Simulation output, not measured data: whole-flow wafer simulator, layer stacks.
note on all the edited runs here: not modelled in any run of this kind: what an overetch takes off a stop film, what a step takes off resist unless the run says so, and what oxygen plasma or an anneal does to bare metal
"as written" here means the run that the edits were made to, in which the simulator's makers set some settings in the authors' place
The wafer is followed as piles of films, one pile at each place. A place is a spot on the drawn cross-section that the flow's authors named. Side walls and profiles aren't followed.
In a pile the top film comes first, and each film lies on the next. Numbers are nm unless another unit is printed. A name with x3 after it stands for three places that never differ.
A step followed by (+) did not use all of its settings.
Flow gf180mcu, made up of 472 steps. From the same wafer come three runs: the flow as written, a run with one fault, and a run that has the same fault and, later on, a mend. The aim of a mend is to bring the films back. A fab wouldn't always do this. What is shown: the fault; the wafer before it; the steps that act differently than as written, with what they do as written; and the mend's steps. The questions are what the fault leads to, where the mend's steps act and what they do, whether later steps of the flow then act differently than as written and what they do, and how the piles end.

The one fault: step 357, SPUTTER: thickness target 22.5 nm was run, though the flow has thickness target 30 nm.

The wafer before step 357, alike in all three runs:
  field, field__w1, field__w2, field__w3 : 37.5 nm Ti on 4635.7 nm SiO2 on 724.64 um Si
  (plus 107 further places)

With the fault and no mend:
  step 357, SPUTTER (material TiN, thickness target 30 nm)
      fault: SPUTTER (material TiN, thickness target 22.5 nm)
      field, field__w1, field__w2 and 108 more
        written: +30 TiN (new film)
        fault: +22.5 TiN (new film)
  Later steps of the flow acting differently than as written:
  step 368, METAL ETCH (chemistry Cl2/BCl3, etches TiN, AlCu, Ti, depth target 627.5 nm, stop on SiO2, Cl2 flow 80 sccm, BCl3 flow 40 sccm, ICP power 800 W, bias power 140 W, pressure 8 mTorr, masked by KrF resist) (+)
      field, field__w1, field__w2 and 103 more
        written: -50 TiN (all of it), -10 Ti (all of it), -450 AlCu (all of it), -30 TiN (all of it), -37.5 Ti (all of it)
        fault: -50 TiN (all of it), -10 Ti (all of it), -450 AlCu (all of it), -22.5 TiN (all of it), -37.5 Ti (all of it)
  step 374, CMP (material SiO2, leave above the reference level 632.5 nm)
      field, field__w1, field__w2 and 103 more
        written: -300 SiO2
        fault: -307.5 SiO2
  The piles end different from the flow's at field__w8, contact, m1, m1__w1, m1_nw by more than 2% or 0.5 nm, whichever is larger.
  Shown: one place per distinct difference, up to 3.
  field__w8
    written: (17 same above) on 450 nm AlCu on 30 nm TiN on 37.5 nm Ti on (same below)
    fault: (17 same above) on 450 nm AlCu on 22.5 nm TiN on 37.5 nm Ti on (same below)
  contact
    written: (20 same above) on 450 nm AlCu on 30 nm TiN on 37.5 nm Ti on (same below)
    fault: (20 same above) on 450 nm AlCu on 22.5 nm TiN on 37.5 nm Ti on (same below)

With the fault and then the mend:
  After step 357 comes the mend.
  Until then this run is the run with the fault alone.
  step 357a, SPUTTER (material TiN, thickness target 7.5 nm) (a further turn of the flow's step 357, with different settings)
      field, field__w1, field__w2 and 108 more
        +7.5 TiN
  None of the later steps of the flow acts differently than as written at any place that is followed.
  By the end, the piles equal the flow's at every place that both follow.
